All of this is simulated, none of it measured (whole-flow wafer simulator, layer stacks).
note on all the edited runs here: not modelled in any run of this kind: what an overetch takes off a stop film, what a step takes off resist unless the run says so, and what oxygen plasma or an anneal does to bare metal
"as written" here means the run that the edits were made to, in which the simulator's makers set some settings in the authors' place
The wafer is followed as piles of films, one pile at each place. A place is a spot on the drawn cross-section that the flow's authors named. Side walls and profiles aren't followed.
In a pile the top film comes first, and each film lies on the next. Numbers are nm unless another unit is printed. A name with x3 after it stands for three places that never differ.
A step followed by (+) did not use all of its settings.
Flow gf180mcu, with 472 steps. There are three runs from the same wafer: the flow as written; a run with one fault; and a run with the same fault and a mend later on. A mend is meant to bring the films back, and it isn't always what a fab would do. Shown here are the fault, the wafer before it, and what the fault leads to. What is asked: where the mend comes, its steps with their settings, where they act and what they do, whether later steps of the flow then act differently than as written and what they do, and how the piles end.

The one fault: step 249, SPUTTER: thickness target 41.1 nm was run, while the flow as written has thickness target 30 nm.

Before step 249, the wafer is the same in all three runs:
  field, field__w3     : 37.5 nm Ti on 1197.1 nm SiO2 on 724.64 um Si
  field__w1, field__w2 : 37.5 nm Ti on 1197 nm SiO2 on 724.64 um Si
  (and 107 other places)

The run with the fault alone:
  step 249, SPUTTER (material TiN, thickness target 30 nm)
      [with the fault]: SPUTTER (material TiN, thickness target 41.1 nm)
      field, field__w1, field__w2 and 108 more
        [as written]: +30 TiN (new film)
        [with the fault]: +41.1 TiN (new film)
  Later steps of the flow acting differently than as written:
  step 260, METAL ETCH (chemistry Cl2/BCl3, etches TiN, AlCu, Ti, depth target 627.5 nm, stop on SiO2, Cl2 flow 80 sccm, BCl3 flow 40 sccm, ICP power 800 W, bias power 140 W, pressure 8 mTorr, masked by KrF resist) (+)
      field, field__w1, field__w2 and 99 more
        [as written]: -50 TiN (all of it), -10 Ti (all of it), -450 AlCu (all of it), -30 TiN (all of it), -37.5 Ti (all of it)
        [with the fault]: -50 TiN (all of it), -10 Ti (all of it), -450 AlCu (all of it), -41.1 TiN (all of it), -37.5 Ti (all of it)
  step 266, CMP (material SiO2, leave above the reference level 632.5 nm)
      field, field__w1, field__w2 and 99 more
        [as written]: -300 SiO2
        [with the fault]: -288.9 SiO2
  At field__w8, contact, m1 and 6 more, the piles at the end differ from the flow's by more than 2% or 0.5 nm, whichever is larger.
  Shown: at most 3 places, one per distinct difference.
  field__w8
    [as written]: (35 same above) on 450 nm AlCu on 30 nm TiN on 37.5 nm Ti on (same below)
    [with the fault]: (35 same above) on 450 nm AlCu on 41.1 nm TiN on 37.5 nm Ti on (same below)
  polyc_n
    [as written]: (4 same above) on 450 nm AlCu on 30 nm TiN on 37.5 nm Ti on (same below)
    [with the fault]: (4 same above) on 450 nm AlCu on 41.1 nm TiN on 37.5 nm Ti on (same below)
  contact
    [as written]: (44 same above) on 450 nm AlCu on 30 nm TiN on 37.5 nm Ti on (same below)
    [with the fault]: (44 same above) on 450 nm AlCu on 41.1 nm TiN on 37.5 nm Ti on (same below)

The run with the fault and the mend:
  The mend stands after step 249.
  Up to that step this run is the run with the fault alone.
  step 249a, METAL ETCH (chemistry Cl2/BCl3, etches TiN, AlCu, Ti, depth target 11.1 nm, Cl2 flow 80 sccm, BCl3 flow 40 sccm, ICP power 800 W, bias power 140 W, pressure 8 mTorr)
      field, field__w1, field__w2 and 108 more
        -11.1 TiN
  Every later step of the flow that is run acts as written at every place that is followed.
  By the end, the piles equal the flow's at every place that both follow.
